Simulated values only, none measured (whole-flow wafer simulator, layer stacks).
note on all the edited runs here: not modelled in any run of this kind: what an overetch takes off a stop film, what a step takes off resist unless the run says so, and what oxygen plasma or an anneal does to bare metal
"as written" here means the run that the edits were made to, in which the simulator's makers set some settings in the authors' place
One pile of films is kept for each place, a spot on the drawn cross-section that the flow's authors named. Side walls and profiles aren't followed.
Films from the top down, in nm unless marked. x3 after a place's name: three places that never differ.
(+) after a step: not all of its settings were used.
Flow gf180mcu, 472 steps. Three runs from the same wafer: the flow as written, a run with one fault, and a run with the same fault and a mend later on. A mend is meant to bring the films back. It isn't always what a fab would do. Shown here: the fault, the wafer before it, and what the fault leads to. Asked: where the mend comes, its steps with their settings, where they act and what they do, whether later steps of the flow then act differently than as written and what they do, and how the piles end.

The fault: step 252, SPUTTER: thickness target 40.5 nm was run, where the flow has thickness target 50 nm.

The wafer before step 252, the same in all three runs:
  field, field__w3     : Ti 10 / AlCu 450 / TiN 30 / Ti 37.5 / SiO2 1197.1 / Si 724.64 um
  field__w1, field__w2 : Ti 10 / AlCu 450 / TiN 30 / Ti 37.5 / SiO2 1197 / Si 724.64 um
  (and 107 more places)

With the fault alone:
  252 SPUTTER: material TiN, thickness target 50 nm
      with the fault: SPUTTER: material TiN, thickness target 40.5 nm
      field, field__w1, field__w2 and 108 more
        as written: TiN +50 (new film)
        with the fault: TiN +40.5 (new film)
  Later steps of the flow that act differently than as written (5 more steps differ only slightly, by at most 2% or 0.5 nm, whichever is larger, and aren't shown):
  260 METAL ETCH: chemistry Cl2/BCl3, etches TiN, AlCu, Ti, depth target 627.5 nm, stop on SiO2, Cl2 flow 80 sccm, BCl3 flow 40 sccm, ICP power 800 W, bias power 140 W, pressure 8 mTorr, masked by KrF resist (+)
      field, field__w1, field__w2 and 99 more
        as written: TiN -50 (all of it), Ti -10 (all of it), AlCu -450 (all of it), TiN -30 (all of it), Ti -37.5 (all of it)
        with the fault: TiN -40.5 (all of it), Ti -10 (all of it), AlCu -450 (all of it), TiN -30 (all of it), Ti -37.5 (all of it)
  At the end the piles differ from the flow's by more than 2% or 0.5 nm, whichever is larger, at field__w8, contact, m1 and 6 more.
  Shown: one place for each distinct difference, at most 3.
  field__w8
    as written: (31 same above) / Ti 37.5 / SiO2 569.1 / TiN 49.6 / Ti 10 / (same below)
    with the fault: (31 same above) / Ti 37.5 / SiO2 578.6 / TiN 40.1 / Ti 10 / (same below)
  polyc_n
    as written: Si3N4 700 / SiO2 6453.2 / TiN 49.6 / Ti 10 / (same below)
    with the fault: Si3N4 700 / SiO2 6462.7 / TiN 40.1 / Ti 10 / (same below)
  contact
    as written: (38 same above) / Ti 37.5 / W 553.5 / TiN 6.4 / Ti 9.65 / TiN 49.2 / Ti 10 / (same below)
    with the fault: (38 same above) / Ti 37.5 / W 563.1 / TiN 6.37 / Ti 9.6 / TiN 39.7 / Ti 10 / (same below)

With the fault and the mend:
  The mend comes after step 252.
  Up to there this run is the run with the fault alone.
  252a SPUTTER: material TiN, thickness target 9.5 nm (the flow's step 252 once more, with other settings)
      field, field__w1, field__w2 and 108 more
        TiN +9.5
  No later step of the flow acts differently than as written at any place that is followed.
  At the end the piles are the same as the flow's at every place that both follow.
